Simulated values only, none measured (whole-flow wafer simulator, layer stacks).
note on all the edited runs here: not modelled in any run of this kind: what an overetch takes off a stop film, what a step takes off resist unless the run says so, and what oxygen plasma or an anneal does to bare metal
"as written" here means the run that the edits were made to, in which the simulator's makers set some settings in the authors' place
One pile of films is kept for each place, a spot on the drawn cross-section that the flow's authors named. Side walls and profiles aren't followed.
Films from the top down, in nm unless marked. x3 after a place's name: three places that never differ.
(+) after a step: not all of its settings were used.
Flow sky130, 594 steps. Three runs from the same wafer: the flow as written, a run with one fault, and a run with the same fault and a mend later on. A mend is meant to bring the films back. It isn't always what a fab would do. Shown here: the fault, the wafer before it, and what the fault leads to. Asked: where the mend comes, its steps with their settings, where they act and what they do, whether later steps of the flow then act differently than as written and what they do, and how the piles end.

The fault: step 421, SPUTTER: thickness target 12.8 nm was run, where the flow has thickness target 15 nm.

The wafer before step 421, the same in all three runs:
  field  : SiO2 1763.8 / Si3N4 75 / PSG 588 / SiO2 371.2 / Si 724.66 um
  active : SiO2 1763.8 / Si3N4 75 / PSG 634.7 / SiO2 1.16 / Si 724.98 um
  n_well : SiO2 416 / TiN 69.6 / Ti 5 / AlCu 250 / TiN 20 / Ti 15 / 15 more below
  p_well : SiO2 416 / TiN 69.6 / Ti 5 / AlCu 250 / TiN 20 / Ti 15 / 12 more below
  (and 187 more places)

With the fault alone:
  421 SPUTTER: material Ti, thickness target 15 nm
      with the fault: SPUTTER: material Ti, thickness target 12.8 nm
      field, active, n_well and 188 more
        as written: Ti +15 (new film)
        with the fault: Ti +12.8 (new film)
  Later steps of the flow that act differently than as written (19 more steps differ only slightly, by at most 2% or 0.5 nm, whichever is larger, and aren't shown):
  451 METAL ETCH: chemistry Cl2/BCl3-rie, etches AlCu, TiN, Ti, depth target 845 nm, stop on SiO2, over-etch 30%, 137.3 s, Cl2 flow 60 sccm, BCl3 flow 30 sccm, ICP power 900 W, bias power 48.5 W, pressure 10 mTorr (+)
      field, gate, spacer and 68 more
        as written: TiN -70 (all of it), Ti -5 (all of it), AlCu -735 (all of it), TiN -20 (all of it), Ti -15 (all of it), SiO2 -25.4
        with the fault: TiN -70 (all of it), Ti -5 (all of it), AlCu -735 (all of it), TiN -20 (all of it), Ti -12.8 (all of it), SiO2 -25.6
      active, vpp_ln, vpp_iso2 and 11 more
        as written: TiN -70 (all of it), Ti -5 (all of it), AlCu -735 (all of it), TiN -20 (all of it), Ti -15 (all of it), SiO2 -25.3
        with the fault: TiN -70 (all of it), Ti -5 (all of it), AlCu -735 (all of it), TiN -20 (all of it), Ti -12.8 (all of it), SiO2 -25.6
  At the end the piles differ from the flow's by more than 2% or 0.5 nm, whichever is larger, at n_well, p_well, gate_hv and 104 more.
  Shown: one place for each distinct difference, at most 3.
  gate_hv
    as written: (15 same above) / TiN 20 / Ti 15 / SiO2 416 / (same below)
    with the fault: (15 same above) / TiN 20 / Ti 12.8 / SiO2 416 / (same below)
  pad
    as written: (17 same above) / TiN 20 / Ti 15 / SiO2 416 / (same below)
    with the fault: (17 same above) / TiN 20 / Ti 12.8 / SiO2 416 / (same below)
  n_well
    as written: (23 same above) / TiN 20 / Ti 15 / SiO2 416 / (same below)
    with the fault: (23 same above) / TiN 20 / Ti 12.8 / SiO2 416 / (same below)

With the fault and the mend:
  The mend comes after step 421.
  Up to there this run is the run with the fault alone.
  421a SPUTTER: material Ti, thickness target 2.2 nm (the flow's step 421 once more, with other settings)
      field, active, n_well and 188 more
        Ti +2.2
  No later step of the flow acts differently than as written at any place that is followed.
  At the end the piles are the same as the flow's at every place that both follow.
